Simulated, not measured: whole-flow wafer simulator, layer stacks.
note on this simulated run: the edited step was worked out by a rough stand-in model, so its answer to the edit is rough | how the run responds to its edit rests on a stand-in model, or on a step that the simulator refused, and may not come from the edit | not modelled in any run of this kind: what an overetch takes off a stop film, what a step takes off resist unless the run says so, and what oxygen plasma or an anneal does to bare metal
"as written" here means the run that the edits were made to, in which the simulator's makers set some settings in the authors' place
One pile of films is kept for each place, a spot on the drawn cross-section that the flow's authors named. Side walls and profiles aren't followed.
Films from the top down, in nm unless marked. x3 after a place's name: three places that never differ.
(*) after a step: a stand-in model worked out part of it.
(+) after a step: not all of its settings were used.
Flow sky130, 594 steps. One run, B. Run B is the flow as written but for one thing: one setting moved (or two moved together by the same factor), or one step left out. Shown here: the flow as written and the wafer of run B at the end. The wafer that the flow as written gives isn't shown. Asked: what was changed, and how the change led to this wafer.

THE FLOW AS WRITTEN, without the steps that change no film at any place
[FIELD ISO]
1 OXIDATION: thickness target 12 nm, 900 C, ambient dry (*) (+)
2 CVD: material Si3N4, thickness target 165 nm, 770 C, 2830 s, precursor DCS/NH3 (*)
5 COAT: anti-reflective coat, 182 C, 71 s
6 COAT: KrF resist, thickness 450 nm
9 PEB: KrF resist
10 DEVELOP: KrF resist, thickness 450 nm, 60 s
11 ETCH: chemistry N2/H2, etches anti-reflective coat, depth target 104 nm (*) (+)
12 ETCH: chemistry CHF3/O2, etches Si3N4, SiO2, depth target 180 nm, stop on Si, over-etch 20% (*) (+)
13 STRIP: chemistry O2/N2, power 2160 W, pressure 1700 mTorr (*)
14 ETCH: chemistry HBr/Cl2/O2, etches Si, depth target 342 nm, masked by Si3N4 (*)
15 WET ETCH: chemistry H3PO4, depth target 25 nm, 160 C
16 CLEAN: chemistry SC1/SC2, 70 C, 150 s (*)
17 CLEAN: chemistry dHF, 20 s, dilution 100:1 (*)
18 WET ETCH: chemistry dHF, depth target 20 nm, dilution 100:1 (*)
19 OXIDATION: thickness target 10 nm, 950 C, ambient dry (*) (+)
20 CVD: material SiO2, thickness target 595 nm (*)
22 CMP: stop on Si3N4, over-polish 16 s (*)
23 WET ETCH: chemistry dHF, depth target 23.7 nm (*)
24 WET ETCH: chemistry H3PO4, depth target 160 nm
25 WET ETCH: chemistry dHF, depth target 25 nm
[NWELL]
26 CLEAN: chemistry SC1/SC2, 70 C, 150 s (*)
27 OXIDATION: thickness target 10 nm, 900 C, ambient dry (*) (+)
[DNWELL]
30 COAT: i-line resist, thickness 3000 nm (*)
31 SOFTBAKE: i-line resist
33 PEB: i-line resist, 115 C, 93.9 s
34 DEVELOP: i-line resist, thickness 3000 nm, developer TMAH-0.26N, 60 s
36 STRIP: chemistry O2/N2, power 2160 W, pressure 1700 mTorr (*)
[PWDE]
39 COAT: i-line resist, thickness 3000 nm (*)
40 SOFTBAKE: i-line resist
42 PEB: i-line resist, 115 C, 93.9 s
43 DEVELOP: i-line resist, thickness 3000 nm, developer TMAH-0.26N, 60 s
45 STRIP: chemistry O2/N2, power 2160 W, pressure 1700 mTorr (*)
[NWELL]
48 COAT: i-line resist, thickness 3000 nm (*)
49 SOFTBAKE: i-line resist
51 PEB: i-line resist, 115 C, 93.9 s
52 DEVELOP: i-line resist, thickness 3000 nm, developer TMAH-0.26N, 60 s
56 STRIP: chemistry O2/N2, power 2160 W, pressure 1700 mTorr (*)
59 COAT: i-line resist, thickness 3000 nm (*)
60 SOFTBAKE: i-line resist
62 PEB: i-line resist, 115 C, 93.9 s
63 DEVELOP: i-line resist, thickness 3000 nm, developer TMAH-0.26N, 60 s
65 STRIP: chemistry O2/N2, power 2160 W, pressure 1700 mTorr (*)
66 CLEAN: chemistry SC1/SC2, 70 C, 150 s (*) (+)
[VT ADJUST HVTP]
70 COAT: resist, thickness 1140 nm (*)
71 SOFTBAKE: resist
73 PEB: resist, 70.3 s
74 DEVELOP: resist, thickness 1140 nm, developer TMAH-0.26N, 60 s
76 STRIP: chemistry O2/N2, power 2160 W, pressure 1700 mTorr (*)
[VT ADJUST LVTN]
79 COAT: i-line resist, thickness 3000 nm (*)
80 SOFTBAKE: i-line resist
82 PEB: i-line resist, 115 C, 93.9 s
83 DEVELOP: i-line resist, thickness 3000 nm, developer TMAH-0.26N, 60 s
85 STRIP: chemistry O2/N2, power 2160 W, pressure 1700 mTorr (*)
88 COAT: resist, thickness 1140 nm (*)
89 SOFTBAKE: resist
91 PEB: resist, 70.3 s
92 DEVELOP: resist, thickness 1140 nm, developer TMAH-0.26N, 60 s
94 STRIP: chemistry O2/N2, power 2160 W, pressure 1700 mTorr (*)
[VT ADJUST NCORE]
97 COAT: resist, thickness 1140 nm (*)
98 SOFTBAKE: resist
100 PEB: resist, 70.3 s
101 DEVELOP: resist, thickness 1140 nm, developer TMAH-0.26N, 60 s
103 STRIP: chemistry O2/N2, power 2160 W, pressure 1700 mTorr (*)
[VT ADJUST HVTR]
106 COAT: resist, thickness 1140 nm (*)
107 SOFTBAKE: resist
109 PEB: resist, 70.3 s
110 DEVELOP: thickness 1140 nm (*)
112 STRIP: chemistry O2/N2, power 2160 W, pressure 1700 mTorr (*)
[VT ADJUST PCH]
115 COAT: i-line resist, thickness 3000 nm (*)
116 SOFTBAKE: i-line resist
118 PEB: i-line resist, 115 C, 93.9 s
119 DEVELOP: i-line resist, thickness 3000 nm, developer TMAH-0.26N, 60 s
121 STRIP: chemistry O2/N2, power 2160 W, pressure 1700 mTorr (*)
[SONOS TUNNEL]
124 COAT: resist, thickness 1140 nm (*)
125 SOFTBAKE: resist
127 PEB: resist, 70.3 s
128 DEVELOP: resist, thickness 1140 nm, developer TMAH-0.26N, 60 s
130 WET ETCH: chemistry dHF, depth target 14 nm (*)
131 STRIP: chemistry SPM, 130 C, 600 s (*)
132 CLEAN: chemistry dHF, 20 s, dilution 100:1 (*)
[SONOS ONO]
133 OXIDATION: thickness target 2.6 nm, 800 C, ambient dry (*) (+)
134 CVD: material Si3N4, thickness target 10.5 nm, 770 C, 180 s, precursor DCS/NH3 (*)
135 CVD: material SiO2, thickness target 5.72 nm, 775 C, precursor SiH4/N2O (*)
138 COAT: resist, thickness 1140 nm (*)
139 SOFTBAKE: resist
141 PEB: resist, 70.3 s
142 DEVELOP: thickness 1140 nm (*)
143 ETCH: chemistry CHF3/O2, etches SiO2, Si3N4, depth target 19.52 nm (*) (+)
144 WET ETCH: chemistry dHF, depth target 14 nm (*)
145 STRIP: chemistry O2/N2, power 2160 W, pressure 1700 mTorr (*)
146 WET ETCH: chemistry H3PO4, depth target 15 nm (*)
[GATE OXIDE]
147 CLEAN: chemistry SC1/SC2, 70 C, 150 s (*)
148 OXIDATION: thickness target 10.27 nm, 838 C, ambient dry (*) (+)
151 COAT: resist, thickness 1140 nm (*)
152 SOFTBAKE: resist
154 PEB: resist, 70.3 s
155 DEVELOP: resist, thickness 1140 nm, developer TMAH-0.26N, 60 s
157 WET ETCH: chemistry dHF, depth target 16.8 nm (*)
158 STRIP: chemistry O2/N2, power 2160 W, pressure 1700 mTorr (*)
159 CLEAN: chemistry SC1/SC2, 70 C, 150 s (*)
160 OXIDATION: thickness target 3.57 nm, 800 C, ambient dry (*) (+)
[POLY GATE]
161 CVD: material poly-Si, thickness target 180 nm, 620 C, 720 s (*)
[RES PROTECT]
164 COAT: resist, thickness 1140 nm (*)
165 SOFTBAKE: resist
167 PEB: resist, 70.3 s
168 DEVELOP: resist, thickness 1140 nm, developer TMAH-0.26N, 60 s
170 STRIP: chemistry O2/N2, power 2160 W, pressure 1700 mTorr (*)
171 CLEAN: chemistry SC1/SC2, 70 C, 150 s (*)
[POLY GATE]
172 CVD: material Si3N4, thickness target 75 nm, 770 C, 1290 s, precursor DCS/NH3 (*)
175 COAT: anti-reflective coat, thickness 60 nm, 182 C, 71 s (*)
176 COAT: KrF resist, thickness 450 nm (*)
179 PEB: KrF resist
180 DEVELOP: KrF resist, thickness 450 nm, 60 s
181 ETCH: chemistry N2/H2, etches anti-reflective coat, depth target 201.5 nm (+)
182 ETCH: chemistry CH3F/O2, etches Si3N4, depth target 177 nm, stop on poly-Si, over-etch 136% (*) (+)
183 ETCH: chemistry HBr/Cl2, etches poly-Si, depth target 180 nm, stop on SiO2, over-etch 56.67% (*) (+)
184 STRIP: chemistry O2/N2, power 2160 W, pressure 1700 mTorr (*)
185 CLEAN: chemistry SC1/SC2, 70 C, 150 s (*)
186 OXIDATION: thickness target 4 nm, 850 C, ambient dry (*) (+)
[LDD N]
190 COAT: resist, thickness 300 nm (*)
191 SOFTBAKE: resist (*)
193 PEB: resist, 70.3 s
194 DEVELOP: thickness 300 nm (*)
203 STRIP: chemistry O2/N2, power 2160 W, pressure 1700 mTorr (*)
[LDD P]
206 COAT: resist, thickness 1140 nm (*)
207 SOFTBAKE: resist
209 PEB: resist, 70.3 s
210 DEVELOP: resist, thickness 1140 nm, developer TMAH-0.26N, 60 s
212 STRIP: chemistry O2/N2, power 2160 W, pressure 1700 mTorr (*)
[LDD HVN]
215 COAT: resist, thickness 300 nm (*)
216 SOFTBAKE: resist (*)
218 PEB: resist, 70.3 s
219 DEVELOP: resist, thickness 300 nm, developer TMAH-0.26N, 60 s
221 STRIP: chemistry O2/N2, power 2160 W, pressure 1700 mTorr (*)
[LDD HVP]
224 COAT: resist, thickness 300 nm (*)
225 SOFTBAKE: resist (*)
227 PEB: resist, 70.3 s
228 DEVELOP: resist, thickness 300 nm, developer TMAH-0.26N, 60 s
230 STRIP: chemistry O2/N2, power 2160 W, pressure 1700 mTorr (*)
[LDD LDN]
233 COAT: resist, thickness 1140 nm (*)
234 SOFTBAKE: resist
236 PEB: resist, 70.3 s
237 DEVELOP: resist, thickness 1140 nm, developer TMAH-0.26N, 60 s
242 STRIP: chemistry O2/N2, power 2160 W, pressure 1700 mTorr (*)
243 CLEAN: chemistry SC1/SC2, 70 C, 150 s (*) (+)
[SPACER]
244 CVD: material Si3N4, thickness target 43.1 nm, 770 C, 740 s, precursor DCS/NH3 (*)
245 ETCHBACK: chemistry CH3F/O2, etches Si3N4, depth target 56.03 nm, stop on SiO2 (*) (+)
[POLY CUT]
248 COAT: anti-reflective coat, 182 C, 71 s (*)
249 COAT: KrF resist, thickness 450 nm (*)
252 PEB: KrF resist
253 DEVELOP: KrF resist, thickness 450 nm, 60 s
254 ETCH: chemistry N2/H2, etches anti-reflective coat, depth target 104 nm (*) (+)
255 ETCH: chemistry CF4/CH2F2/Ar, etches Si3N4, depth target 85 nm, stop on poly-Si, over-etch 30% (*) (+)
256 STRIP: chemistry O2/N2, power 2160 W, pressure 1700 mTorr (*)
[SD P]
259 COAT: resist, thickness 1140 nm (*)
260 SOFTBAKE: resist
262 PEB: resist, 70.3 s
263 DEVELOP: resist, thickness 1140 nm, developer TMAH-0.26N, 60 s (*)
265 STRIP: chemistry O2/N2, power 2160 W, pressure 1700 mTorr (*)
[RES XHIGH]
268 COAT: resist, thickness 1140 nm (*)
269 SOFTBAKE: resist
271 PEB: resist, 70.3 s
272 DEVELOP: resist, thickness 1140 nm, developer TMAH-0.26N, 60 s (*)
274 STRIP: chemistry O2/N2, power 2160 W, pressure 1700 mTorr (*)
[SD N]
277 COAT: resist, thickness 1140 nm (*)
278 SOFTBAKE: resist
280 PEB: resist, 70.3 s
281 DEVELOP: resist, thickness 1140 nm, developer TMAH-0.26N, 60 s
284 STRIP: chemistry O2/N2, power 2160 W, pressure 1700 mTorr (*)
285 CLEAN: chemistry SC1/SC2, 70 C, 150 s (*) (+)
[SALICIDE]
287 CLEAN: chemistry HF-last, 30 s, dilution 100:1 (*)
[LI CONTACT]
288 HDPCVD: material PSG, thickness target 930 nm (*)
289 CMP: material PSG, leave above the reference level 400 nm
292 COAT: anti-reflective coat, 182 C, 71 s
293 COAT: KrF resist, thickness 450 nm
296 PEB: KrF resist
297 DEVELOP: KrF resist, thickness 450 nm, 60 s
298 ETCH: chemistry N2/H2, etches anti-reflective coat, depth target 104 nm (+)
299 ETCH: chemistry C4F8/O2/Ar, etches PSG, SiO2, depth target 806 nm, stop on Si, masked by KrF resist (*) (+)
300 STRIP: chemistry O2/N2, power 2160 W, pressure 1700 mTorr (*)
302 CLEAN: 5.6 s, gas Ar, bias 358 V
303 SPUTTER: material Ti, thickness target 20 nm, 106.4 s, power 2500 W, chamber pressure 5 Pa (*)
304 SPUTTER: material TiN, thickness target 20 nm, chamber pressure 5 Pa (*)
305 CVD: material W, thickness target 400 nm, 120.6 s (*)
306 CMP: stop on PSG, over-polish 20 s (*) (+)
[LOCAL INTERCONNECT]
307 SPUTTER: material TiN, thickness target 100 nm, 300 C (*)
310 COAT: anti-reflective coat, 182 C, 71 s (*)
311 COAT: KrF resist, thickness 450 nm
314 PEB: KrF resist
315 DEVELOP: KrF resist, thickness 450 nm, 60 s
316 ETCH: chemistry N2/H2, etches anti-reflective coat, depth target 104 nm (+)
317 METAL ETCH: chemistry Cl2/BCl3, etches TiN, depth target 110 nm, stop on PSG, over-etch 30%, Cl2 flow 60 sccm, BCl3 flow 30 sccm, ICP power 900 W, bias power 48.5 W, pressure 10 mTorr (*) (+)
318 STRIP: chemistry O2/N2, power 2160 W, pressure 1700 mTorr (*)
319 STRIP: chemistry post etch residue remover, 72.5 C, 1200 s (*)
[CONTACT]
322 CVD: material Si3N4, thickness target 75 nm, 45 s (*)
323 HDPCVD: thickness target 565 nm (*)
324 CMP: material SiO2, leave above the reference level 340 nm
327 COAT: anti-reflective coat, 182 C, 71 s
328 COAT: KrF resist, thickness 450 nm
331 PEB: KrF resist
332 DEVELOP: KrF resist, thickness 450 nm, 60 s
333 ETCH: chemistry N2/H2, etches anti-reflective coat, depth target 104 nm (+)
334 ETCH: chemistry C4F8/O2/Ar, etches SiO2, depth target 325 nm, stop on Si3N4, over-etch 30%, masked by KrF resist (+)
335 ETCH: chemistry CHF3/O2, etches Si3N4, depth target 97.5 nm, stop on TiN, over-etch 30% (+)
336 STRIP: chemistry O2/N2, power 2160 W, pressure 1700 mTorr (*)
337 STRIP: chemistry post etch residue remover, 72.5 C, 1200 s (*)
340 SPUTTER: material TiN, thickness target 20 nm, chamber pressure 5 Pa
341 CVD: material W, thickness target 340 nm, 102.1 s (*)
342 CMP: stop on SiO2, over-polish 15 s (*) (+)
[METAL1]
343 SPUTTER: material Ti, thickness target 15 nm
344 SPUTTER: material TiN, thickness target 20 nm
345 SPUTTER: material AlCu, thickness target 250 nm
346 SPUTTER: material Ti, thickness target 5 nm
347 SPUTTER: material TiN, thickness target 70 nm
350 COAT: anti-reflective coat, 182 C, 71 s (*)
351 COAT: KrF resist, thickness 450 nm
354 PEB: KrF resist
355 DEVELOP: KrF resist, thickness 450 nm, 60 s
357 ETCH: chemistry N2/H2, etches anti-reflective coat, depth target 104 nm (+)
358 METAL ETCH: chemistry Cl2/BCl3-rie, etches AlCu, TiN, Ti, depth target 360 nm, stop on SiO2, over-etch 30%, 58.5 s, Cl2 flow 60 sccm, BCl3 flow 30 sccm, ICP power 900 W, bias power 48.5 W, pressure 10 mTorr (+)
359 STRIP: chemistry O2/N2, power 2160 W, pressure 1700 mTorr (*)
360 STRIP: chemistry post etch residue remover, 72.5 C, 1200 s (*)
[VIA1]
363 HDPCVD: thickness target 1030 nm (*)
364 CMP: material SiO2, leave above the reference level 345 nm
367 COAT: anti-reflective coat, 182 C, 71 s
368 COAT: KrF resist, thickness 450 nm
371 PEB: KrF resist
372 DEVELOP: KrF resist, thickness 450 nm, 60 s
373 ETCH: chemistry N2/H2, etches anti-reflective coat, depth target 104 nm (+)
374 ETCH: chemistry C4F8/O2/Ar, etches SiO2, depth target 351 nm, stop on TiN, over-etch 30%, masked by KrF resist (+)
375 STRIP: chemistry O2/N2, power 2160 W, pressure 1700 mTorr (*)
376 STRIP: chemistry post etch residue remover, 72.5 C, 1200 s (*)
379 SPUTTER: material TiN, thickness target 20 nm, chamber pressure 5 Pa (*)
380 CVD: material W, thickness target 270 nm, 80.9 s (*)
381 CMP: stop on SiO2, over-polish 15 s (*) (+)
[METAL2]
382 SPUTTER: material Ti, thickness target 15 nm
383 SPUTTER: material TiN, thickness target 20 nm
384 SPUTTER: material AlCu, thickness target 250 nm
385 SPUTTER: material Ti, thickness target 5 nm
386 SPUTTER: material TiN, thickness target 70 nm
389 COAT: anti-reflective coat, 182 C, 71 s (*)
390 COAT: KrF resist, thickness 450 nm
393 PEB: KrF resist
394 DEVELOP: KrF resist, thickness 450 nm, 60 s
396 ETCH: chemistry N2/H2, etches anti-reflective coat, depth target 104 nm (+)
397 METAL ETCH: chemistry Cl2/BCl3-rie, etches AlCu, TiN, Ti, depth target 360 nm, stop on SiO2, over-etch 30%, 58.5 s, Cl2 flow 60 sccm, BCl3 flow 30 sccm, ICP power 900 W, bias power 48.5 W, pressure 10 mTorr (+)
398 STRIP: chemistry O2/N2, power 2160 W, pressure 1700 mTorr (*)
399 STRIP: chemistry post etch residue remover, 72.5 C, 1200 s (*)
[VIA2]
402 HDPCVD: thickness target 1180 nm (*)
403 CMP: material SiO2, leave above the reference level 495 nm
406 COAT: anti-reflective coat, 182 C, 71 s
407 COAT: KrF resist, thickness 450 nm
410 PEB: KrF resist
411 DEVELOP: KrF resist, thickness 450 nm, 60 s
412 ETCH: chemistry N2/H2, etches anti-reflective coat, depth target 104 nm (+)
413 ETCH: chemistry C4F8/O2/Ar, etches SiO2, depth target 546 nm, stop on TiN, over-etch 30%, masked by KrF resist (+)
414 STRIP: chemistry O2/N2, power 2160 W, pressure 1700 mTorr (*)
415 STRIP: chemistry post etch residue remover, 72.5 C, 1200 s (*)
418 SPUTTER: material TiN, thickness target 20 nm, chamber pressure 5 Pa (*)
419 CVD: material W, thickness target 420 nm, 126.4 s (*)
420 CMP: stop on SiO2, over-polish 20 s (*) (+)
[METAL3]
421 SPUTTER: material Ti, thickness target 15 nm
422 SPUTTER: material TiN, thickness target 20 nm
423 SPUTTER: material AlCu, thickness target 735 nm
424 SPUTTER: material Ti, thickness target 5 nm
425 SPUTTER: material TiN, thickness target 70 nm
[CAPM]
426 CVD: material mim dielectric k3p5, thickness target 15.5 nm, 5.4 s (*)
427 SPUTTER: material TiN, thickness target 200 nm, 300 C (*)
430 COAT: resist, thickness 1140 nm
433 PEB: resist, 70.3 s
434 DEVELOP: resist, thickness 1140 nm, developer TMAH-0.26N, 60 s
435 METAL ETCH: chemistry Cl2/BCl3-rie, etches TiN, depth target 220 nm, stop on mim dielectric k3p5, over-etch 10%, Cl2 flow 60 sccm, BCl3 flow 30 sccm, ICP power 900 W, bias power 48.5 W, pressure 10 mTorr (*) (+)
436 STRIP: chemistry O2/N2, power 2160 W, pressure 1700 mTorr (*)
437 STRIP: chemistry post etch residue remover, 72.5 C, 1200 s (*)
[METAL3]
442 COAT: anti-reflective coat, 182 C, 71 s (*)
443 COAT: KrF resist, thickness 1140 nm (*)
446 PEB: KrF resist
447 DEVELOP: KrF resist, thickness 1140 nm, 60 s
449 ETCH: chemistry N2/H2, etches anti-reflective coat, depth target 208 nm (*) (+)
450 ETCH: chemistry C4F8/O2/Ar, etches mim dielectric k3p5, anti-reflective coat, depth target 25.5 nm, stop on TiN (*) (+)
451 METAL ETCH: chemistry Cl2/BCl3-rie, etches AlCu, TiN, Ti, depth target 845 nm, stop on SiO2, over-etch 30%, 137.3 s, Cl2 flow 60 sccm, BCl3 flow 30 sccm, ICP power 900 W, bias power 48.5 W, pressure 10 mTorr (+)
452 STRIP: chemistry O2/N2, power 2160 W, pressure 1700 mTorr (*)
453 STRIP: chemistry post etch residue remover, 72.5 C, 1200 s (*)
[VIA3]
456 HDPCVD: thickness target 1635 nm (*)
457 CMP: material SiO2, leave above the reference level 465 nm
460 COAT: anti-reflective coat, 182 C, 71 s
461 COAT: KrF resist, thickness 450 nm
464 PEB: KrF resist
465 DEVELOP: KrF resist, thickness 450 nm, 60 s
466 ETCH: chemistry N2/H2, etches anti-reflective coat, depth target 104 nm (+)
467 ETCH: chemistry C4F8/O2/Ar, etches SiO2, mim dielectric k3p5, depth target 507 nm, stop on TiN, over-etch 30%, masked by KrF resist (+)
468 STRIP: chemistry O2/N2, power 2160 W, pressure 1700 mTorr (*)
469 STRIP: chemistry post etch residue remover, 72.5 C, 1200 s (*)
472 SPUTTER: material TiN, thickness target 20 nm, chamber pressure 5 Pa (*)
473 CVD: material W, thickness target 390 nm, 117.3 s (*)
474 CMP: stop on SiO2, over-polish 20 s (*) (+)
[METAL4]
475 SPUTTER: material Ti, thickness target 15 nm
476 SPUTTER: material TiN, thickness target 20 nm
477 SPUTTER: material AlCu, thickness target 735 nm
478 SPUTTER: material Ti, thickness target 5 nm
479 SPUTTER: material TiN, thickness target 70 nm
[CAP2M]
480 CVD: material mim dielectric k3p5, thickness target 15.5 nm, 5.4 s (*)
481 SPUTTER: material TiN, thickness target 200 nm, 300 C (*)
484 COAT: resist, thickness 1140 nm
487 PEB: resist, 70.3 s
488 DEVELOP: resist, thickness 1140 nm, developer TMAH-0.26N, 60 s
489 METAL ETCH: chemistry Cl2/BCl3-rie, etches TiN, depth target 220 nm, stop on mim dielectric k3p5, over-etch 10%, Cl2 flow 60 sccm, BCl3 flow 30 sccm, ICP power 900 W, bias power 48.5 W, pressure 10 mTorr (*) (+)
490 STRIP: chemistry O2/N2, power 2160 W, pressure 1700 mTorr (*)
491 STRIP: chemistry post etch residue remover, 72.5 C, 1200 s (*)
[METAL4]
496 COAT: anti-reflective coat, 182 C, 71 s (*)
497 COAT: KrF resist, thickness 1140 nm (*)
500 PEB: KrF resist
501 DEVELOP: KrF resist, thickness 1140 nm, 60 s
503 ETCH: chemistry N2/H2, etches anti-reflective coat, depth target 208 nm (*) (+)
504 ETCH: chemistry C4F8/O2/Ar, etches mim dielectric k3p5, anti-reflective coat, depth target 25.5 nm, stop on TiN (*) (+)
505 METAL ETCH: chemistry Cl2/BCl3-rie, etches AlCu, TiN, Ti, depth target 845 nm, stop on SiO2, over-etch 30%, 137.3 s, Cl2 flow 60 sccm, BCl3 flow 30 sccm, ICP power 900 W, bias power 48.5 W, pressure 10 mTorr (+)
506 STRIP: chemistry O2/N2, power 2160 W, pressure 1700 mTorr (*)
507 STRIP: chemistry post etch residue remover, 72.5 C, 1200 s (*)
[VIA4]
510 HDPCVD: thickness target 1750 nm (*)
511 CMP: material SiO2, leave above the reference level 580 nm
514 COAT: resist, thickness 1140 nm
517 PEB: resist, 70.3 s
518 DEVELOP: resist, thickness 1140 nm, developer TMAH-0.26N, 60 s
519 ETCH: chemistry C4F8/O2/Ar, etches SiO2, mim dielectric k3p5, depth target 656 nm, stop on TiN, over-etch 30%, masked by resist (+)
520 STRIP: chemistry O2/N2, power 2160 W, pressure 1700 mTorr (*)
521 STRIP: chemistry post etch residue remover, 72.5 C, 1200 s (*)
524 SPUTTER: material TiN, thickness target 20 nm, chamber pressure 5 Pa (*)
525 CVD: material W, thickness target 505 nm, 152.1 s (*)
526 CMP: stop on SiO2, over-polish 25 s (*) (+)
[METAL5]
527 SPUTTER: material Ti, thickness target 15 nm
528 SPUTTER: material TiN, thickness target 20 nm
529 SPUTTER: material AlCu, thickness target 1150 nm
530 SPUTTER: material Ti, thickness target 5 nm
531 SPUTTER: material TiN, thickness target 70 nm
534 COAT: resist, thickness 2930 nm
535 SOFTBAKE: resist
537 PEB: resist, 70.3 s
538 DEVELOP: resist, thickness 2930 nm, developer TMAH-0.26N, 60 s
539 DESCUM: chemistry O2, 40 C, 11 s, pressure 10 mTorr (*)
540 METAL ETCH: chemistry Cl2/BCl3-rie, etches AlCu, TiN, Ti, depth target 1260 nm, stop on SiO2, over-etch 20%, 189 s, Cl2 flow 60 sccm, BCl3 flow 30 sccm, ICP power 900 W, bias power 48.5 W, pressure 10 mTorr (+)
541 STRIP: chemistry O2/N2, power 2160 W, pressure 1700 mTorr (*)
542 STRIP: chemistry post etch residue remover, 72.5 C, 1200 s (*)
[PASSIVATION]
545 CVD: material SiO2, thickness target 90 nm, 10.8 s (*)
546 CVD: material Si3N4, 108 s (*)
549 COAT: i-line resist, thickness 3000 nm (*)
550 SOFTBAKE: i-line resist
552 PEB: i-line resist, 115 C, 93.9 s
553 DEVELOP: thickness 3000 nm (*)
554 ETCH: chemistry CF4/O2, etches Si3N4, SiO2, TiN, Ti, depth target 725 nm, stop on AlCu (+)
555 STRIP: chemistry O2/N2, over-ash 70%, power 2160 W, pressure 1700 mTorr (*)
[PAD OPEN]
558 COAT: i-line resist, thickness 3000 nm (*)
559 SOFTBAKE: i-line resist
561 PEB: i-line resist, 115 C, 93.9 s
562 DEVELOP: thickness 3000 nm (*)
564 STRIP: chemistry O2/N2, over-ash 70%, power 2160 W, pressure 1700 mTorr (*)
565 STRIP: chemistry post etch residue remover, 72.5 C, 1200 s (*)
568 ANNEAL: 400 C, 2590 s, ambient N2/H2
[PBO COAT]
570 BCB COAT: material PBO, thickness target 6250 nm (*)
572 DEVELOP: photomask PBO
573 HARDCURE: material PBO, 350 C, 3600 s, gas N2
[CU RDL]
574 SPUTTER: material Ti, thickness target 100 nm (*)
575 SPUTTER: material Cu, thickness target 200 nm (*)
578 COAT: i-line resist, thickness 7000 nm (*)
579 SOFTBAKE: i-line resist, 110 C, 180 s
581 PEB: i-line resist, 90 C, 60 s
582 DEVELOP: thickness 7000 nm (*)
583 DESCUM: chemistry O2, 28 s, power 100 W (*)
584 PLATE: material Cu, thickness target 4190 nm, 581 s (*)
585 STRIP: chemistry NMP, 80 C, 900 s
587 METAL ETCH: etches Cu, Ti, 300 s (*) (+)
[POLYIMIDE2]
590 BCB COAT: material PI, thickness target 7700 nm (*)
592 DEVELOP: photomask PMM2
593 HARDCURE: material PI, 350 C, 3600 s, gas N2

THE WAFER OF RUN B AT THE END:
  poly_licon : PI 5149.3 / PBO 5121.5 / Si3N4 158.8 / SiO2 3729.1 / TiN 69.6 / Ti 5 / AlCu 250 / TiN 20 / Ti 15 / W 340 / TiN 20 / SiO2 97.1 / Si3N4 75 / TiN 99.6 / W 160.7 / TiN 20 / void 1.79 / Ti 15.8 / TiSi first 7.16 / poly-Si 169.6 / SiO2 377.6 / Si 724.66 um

The cause: step 305, CVD: thickness target 160 nm was run, where the flow has thickness target 400 nm; step 305, CVD: 48.22 s was run, where the flow has 120.6 s.

How the change led to this, step by step:
  305 CVD: material W, thickness target 400 nm, 120.6 s (*)
      field, active, n_well and 185 more: W +160.7 (new film) (as written it would be: W +400 (new film))
      ndiff_licon: W +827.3 (new film) (as written it would be: W +1066.5 (new film))
      (and at 2 more places)
  306 CMP: stop on PSG, over-polish 20 s (*) (+)
      poly_licon: nothing (as written it would be: W -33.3)
      field, active, n_well and 184 more: W -160.7 (all of it), TiN -20 (all of it), Ti -20 (all of it), PSG -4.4 (as written it would be: W -400 (all of it), TiN -20 (all of it), Ti -20 (all of it), PSG -4.4)
      (and at 3 more places)
  310 COAT: anti-reflective coat, 182 C, 71 s (*)
      poly_licon: anti-reflective coat +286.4 (new film) (as written it would be: anti-reflective coat +80.5 (new film))
  318 STRIP: chemistry O2/N2, power 2160 W, pressure 1700 mTorr (*)
      poly_licon: KrF resist -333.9 (all of it), anti-reflective coat -286.4 (all of it) (as written it would be: KrF resist -333.9 (all of it), anti-reflective coat -80.5 (all of it))
  324 CMP: material SiO2, leave above the reference level 340 nm
      poly_licon: SiO2 -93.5 (as written it would be: SiO2 -299.5)
  334 ETCH: chemistry C4F8/O2/Ar, etches SiO2, depth target 325 nm, stop on Si3N4, over-etch 30%, masked by KrF resist (+)
      poly_licon: SiO2 -325 (as written it would be: SiO2 -264.9 (all of it))
  335 ETCH: chemistry CHF3/O2, etches Si3N4, depth target 97.5 nm, stop on TiN, over-etch 30% (+)
      poly_licon: SiO2 -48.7 (as written it would be: Si3N4 -75 (all of it))
  340 SPUTTER: material TiN, thickness target 20 nm, chamber pressure 5 Pa
      poly_licon: TiN +20 (new film) (as written it would be: TiN +20)
  342 CMP: stop on SiO2, over-polish 15 s (*) (+)
      poly_licon: nothing (as written it would be: W -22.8)
  350 COAT: anti-reflective coat, 182 C, 71 s (*)
      poly_licon: anti-reflective coat +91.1 (new film) (as written it would be: anti-reflective coat +80.5 (new film))
  359 STRIP: chemistry O2/N2, power 2160 W, pressure 1700 mTorr (*)
      poly_licon: KrF resist -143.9 (all of it), anti-reflective coat -91.1 (all of it) (as written it would be: KrF resist -143.9 (all of it), anti-reflective coat -80.5 (all of it))
Counting metal films that touch as one body, poly_licon has 3 bodies (between them, from the top down: SiO2 97.1 / Si3N4 75; void 1.79); the flow as written gives 2 bodies (between them, from the top down: void 1.79).
